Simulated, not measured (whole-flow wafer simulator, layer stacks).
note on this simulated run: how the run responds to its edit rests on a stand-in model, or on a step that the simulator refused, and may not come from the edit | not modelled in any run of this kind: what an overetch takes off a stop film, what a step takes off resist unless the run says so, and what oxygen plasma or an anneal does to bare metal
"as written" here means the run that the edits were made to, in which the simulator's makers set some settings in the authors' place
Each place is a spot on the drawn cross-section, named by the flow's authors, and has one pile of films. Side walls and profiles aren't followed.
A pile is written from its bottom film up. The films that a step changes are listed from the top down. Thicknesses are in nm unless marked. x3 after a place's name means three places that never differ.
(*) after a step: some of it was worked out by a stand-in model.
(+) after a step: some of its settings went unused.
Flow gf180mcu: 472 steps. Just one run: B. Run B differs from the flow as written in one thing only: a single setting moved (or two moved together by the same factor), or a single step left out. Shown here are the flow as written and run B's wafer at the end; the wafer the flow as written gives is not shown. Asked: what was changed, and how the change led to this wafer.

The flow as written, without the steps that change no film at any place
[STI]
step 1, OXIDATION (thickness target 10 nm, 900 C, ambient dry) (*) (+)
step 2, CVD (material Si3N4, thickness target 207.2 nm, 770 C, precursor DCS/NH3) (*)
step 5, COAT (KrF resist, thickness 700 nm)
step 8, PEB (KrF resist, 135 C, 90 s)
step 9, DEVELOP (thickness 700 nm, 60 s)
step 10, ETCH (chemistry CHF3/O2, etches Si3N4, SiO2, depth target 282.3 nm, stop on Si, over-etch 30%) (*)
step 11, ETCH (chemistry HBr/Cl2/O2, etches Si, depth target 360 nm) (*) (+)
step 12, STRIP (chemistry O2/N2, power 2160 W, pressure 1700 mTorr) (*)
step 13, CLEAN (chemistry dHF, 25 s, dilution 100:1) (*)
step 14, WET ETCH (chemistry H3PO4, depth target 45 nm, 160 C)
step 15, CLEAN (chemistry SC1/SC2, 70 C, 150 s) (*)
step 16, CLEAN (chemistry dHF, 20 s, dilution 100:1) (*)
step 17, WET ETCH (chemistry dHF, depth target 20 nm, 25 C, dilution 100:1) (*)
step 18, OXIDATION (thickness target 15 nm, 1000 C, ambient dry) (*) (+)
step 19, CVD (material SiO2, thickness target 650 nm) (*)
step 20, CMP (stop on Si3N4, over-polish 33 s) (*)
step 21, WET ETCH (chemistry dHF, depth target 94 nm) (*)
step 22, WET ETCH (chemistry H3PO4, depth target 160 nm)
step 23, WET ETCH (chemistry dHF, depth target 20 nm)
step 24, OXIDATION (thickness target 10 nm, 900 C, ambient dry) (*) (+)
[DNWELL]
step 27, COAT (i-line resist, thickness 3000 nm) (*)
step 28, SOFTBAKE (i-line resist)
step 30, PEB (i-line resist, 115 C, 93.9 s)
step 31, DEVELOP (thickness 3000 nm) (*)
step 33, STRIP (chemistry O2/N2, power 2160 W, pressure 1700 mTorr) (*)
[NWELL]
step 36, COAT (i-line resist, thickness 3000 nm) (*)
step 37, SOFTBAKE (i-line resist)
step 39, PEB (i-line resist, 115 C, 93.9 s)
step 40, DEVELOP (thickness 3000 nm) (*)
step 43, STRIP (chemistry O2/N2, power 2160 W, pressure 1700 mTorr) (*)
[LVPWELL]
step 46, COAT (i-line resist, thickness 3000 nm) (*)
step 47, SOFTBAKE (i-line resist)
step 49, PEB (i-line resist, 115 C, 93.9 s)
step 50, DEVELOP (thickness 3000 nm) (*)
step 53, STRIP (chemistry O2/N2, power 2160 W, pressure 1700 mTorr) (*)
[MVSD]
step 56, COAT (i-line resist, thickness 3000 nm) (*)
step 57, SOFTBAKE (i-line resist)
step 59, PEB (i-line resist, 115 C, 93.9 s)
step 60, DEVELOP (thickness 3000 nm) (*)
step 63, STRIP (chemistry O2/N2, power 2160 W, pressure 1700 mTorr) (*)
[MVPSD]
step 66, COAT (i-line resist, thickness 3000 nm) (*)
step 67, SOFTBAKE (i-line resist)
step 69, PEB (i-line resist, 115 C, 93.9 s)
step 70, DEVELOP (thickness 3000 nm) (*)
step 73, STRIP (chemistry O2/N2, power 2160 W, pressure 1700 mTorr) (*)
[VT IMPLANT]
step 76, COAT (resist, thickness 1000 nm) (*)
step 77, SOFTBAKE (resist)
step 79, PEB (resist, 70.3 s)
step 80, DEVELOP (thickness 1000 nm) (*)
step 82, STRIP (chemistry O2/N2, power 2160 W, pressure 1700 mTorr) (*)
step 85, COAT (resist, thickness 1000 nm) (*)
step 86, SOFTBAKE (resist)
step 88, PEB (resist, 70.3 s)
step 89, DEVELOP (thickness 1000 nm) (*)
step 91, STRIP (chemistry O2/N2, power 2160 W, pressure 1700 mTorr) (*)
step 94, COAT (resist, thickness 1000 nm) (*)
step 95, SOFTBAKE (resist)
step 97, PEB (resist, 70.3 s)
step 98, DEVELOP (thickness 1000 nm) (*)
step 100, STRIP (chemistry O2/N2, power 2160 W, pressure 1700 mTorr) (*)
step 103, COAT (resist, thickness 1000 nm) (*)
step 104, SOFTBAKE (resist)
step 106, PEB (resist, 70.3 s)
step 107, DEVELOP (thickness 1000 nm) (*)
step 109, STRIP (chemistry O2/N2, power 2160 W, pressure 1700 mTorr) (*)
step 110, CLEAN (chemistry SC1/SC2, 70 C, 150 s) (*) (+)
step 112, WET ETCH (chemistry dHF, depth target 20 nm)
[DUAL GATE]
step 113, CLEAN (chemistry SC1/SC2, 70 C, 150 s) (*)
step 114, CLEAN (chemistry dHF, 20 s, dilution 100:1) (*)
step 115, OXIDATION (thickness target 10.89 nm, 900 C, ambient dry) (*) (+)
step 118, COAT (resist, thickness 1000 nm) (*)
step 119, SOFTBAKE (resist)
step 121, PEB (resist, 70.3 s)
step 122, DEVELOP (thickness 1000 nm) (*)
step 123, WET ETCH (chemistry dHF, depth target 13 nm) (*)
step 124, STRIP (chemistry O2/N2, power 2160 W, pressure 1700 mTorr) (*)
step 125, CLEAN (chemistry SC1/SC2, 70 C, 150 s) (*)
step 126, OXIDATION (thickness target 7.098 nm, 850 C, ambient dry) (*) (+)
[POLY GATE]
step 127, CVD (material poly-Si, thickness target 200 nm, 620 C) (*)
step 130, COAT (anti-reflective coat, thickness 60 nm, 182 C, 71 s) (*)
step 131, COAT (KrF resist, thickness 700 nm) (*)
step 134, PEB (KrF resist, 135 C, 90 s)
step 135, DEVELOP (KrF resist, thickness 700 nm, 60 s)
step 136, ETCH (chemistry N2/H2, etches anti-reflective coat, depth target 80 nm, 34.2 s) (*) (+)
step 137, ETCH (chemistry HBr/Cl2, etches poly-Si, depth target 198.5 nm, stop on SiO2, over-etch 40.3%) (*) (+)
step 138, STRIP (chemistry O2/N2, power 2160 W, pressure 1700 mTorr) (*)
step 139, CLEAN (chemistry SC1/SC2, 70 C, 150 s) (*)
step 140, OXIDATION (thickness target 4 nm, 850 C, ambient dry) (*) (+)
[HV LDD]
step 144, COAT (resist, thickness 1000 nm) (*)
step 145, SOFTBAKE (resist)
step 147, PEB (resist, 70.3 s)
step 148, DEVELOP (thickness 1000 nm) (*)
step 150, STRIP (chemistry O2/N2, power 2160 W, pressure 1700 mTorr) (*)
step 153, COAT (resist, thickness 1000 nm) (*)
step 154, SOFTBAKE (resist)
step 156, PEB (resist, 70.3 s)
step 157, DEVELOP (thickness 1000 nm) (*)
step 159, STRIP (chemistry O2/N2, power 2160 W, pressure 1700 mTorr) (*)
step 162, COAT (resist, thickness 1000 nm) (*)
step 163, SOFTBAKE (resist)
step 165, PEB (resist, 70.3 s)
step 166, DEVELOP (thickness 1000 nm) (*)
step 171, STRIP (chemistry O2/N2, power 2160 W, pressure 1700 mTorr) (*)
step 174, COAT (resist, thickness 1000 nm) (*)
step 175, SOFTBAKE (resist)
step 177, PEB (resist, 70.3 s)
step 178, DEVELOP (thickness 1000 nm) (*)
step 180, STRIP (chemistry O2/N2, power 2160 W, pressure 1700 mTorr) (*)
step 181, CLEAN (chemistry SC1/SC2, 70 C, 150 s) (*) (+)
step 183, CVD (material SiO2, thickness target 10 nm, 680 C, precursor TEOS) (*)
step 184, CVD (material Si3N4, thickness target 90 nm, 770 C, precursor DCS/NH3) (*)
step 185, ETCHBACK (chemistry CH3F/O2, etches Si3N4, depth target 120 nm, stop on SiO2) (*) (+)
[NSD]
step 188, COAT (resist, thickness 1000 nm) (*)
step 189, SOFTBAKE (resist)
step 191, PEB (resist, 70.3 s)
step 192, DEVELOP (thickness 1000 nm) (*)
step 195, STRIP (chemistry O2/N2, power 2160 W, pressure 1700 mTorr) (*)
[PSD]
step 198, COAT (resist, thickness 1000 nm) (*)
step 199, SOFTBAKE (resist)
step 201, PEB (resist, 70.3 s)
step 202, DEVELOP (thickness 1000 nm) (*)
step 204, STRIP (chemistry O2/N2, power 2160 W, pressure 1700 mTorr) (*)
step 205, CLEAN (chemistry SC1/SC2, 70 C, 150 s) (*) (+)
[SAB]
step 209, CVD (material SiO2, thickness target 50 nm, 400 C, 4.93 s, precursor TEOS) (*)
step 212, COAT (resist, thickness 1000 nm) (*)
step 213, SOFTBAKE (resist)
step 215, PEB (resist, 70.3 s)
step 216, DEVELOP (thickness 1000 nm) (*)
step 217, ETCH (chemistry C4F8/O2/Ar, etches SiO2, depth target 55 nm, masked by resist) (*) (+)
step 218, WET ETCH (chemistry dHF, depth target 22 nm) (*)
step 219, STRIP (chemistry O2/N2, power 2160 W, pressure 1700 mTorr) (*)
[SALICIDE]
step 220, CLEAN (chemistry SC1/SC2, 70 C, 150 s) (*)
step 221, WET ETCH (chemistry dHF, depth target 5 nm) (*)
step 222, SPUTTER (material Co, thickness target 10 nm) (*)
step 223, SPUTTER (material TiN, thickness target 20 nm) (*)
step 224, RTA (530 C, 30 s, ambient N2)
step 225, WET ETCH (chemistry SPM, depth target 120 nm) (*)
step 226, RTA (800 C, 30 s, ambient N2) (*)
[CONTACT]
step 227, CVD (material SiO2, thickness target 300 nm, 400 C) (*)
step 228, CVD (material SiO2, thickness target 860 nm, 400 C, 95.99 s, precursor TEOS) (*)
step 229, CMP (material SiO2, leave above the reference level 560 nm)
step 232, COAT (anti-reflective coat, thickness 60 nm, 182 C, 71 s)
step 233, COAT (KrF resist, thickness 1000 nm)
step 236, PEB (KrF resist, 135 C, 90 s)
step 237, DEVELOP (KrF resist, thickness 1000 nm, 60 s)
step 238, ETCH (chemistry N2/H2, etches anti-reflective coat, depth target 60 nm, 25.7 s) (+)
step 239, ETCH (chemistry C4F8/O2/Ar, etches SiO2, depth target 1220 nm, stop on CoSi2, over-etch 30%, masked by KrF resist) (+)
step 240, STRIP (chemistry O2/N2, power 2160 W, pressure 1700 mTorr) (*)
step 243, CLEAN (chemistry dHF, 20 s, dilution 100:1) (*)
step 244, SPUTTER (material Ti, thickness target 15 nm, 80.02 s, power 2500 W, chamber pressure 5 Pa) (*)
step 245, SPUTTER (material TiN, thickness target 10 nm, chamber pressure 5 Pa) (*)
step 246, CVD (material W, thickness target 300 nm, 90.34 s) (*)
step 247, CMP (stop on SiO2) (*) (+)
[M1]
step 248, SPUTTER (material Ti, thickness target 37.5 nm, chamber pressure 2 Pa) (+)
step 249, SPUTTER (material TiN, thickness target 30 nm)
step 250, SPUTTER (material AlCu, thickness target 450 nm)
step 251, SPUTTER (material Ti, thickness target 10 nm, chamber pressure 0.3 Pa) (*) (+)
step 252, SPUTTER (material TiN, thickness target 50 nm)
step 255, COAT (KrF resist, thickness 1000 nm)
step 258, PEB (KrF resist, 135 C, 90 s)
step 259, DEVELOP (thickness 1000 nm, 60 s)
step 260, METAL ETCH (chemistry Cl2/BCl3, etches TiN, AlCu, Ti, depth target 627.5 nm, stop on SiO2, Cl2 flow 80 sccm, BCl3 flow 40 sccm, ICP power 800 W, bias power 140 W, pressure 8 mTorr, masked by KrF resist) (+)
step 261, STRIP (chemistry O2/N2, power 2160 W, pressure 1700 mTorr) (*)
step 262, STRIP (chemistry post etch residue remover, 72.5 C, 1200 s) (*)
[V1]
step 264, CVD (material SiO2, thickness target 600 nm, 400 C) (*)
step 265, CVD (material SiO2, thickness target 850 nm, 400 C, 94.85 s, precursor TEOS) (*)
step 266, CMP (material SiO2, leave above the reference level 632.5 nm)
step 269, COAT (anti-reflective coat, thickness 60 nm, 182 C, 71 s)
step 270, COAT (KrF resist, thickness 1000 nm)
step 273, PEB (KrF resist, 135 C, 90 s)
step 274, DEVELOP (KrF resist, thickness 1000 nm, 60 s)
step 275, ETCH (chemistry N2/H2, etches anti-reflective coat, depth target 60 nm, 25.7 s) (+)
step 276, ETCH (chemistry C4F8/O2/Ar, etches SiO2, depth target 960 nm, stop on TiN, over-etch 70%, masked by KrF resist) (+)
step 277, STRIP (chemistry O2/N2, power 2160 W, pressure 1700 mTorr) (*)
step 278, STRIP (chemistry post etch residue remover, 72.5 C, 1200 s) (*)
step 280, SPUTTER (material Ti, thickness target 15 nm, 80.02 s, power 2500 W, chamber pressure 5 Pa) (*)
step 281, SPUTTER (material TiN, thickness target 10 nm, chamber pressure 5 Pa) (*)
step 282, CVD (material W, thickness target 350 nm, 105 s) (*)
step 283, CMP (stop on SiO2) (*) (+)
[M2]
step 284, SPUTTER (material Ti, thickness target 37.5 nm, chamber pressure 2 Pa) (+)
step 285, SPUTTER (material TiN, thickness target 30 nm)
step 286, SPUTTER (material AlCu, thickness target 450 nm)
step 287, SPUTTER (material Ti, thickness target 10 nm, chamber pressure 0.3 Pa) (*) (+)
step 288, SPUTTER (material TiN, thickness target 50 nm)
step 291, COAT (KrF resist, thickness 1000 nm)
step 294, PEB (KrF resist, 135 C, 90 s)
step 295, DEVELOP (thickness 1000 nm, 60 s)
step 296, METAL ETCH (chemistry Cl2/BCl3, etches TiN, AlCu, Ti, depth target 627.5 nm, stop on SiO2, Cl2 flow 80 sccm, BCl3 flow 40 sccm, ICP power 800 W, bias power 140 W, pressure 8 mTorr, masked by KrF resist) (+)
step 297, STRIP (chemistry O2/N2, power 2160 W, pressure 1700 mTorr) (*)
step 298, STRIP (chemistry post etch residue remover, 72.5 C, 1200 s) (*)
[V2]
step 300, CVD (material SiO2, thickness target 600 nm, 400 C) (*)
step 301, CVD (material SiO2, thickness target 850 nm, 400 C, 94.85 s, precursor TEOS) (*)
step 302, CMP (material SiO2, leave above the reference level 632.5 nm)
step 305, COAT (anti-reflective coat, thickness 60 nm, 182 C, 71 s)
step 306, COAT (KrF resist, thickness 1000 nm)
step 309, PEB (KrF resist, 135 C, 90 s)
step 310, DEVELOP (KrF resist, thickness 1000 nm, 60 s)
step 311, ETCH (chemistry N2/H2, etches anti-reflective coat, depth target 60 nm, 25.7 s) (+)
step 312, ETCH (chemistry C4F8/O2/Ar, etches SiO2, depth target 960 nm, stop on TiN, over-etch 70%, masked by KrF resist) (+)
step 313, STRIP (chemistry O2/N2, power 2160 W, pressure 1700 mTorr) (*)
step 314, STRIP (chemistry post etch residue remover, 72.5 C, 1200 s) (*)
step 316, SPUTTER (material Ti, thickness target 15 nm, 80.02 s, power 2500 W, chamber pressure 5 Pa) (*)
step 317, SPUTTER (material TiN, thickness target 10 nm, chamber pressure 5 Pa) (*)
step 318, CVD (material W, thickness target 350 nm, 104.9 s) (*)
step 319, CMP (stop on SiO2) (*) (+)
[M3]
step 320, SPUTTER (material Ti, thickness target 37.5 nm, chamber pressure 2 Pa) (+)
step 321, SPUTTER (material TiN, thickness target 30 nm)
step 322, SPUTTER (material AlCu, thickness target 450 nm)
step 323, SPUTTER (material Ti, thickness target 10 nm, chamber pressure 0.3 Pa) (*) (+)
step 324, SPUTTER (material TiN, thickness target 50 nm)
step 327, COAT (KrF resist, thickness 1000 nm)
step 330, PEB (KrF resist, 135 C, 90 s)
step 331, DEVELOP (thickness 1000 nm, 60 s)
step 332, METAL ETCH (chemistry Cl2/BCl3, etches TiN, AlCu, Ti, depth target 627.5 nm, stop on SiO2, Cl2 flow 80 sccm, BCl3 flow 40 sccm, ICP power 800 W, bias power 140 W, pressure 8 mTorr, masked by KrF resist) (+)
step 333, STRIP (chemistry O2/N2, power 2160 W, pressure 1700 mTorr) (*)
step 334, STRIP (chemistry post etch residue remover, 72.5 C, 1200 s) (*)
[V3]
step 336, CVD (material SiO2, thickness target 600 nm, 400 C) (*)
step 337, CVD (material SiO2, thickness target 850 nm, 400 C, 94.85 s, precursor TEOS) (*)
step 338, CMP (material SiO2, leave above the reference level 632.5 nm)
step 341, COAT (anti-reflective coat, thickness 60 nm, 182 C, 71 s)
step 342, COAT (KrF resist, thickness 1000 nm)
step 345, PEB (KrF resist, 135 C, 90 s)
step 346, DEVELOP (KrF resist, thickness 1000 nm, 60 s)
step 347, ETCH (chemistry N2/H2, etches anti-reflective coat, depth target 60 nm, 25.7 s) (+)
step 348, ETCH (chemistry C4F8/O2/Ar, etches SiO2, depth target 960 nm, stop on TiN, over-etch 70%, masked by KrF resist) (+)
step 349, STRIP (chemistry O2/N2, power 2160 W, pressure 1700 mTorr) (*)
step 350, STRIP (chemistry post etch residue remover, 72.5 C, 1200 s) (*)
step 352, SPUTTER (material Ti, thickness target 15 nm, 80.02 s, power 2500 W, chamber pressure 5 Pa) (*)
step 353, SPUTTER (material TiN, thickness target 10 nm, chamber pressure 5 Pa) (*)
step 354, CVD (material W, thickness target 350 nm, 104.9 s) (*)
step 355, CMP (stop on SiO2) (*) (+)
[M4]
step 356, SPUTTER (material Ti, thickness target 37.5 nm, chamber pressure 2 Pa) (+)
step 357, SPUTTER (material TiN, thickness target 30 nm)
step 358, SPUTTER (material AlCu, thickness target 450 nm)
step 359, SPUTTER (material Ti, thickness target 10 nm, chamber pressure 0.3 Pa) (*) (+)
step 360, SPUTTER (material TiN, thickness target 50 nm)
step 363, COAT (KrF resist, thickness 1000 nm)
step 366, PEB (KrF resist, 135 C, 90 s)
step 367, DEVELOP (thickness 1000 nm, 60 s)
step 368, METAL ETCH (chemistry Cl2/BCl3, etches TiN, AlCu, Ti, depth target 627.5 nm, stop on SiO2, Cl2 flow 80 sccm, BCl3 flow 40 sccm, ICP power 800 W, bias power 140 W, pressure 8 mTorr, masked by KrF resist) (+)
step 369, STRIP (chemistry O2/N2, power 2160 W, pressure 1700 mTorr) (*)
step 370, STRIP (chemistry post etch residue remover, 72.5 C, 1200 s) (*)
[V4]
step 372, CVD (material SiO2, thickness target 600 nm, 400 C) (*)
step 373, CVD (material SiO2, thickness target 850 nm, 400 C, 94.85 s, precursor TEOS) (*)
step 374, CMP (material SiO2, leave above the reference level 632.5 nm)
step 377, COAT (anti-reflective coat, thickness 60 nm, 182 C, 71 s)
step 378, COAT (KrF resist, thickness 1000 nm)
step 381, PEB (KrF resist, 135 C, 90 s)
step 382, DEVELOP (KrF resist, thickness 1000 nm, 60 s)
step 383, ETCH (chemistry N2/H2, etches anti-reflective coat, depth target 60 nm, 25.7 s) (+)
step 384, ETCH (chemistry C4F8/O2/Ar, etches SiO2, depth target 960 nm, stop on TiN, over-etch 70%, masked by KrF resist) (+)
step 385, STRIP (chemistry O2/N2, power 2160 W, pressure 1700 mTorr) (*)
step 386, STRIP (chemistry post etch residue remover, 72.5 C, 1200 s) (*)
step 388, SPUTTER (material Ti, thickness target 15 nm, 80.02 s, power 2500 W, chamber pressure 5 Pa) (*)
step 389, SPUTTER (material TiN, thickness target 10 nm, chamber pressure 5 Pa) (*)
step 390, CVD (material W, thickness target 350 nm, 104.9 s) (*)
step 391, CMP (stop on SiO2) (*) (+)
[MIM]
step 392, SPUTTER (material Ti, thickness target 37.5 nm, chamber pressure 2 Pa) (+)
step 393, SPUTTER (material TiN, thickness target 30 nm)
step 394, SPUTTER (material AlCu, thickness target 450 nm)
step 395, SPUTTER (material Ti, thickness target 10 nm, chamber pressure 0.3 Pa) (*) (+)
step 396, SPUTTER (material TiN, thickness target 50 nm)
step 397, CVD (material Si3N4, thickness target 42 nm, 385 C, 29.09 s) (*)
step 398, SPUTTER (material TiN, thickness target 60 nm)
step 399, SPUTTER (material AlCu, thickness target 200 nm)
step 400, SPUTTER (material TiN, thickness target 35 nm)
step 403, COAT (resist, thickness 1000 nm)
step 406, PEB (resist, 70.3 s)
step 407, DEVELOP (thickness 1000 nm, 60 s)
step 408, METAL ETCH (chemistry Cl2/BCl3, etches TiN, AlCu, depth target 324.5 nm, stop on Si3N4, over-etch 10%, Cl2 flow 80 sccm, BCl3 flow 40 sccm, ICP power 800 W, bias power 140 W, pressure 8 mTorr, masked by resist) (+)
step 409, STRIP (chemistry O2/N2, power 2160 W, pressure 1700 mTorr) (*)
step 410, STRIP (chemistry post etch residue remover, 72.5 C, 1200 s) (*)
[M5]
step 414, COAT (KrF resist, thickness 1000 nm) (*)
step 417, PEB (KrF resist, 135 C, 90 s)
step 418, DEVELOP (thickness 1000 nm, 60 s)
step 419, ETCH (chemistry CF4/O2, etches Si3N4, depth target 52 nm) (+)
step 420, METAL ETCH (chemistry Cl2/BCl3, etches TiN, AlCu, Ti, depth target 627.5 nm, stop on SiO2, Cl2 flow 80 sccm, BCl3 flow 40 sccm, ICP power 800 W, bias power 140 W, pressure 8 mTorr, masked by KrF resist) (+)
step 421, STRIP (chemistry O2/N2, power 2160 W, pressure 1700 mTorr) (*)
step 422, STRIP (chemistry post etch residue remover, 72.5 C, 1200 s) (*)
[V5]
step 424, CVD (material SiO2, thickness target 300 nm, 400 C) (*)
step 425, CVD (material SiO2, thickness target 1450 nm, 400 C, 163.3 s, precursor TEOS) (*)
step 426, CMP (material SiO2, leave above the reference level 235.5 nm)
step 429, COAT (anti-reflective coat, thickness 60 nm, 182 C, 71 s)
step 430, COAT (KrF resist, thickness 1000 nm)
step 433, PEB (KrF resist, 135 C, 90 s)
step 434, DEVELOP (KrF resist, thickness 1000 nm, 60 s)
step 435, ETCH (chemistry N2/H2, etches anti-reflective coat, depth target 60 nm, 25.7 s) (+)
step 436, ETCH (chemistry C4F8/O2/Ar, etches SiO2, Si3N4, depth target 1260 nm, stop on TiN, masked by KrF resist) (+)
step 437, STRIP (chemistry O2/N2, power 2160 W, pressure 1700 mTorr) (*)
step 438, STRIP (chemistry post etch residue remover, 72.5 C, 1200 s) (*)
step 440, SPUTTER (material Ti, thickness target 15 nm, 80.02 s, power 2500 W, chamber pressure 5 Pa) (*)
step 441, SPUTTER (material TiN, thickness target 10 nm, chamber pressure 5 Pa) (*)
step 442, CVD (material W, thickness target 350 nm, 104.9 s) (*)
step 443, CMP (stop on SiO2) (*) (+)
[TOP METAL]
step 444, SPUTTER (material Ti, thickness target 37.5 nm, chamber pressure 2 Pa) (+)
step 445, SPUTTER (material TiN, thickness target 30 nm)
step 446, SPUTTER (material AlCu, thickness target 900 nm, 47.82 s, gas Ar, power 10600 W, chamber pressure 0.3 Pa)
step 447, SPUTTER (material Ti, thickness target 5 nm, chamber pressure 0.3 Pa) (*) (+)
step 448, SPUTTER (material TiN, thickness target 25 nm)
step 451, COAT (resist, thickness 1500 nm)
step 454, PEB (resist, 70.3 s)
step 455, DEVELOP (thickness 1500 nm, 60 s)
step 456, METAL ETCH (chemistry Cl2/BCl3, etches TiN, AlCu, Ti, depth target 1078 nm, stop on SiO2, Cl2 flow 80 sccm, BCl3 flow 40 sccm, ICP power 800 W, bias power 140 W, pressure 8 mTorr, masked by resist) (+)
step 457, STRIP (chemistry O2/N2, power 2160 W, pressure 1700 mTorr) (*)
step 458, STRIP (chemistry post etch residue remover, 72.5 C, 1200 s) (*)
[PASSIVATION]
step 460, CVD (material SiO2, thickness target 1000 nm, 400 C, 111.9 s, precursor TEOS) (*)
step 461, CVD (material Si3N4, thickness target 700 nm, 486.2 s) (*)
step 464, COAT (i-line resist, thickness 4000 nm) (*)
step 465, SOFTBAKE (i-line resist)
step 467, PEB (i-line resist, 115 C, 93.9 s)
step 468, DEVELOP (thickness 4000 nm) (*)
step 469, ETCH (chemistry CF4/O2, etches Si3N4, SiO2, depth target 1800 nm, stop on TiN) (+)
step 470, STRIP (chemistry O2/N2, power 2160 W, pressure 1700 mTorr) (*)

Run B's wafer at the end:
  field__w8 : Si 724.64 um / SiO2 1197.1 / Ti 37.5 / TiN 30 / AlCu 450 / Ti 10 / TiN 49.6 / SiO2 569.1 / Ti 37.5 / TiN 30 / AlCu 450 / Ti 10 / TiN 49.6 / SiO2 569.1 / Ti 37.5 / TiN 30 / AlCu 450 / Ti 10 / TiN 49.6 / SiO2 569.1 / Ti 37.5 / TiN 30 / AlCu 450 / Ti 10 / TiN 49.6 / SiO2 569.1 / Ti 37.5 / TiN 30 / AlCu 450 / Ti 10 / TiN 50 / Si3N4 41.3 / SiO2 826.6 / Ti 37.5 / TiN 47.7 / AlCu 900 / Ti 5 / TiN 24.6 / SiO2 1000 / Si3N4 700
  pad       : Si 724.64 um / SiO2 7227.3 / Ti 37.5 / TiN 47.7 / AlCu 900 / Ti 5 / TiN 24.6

Cause: step 445, SPUTTER: thickness target 47.7 nm was run, whereas the flow has thickness target 30 nm.
The wafer lets one read it off: field__w8 has TiN 47.7, and step 445 as written asks for 30 nm.

Step by step, how the change led to this:
  step 445, SPUTTER (material TiN, thickness target 30 nm)
      field, field__w1, field__w2 and 109 more: TiN gains 47.7 (new film) (it would be, as written: TiN gains 30 (new film))
  step 456, METAL ETCH (chemistry Cl2/BCl3, etches TiN, AlCu, Ti, depth target 1078 nm, stop on SiO2, Cl2 flow 80 sccm, BCl3 flow 40 sccm, ICP power 800 W, bias power 140 W, pressure 8 mTorr, masked by resist) (+)
      field, field__w1, field__w2 and 103 more: TiN loses 25 (all of it), Ti loses 5 (all of it), AlCu loses 900 (all of it), TiN loses 47.7 (all of it), Ti loses 37.5 (all of it) (it would be, as written: TiN loses 25 (all of it), Ti loses 5 (all of it), AlCu loses 900 (all of it), TiN loses 30 (all of it), Ti loses 37.5 (all of it))
  step 465, SOFTBAKE (i-line resist)
      gate: i-line resist loses 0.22 (it would be, as written: i-line resist gains 1.79)
      ld_fp_p, ld_drift_p: i-line resist gains 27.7 (it would be, as written: i-line resist gains 33.8)
      (also at 64 further places)
